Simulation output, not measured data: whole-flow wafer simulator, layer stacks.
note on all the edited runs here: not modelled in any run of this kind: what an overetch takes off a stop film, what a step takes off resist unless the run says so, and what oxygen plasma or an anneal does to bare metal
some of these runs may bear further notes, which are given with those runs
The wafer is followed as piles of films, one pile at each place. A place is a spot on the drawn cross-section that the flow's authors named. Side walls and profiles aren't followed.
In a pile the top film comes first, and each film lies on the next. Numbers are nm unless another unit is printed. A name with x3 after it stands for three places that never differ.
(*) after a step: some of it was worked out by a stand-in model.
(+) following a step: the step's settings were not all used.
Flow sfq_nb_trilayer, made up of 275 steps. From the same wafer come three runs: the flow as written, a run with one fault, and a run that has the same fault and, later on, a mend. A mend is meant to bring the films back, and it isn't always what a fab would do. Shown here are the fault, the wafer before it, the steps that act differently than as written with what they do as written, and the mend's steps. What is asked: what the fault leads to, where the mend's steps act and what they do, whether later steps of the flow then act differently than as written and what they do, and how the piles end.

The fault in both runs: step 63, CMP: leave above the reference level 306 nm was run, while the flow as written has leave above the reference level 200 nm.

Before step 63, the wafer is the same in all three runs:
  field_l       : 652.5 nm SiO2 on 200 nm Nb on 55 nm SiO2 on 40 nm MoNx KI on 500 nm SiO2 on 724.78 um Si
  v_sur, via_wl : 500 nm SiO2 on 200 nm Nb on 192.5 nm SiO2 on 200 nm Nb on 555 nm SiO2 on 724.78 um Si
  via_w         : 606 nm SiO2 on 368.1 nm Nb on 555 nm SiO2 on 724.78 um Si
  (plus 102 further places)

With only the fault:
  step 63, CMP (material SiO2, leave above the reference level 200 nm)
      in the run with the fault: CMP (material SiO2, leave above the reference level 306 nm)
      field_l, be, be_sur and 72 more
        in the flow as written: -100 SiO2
        in the run with the fault: nothing
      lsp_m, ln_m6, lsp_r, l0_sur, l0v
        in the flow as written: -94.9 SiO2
        in the run with the fault: nothing
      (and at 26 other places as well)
  Steps further on in the flow that do not act as written (not shown: 8 more steps that differ only slightly, by at most 2% or 0.5 nm, whichever is larger):
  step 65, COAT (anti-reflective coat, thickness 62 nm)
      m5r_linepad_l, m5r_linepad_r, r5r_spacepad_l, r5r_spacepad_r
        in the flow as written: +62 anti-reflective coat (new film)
        in the run with the fault: +64.5 anti-reflective coat (new film)
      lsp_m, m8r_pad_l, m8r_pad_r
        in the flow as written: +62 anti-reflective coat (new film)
        in the run with the fault: +63.7 anti-reflective coat (new film)
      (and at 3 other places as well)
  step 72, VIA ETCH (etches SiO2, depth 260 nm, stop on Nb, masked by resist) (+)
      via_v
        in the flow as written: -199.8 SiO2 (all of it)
        in the run with the fault: -260 SiO2
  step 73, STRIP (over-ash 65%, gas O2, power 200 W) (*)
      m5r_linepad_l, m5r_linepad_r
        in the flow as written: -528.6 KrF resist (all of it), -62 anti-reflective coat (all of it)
        in the run with the fault: -527.9 KrF resist (all of it), -64.5 anti-reflective coat (all of it)
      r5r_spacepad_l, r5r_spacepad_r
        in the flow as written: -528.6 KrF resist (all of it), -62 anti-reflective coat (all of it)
        in the run with the fault: -528.2 KrF resist (all of it), -64.5 anti-reflective coat (all of it)
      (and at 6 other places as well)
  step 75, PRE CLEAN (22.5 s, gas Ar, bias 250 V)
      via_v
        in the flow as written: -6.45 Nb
        in the run with the fault: -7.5 SiO2
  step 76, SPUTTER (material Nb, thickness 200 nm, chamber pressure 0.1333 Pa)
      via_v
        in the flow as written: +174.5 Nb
        in the run with the fault: +163.1 Nb (new film)
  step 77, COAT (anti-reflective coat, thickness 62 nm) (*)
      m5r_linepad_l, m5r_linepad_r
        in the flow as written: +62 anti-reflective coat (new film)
        in the run with the fault: +64.2 anti-reflective coat (new film)
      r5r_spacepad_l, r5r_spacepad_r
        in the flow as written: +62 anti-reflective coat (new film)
        in the run with the fault: +64.3 anti-reflective coat (new film)
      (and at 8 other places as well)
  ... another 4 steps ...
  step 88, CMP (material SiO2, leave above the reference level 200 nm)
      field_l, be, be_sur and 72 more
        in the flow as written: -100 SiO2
        in the run with the fault: -94 SiO2
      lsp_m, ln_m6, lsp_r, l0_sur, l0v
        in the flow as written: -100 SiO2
        in the run with the fault: -88.9 SiO2
  The piles end different from the flow's at field_l, v_sur, via_wl and 103 more by more than 2% or 0.5 nm, whichever is larger.
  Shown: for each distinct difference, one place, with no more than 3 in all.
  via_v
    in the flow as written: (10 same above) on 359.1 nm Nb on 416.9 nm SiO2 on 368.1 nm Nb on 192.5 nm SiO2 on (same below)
    in the run with the fault: (10 same above) on 359.1 nm Nb on 489.6 nm SiO2 on 163.1 nm Nb on 38.3 nm SiO2 on 200 nm Nb on 192.5 nm SiO2 on (same below)
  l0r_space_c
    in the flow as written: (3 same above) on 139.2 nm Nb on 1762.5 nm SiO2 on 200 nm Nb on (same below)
    in the run with the fault: (3 same above) on 139.2 nm Nb on 1868.5 nm SiO2 on 200 nm Nb on (same below)
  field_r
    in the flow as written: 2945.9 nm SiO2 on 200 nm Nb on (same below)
    in the run with the fault: 3051.9 nm SiO2 on 200 nm Nb on (same below)

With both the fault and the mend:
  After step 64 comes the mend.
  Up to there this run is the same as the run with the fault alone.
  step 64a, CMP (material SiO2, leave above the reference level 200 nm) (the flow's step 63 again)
      field_l, be, be_sur and 72 more
        -100 SiO2
      v_sur, via_wl, via_w and 23 more
        -106 SiO2
      lsp_m, ln_m6, lsp_r, l0_sur, l0v
        -94.9 SiO2
  Every later step of the flow that is run acts as written at every place that is followed.
  By the end, the piles equal the flow's at every place that both follow.
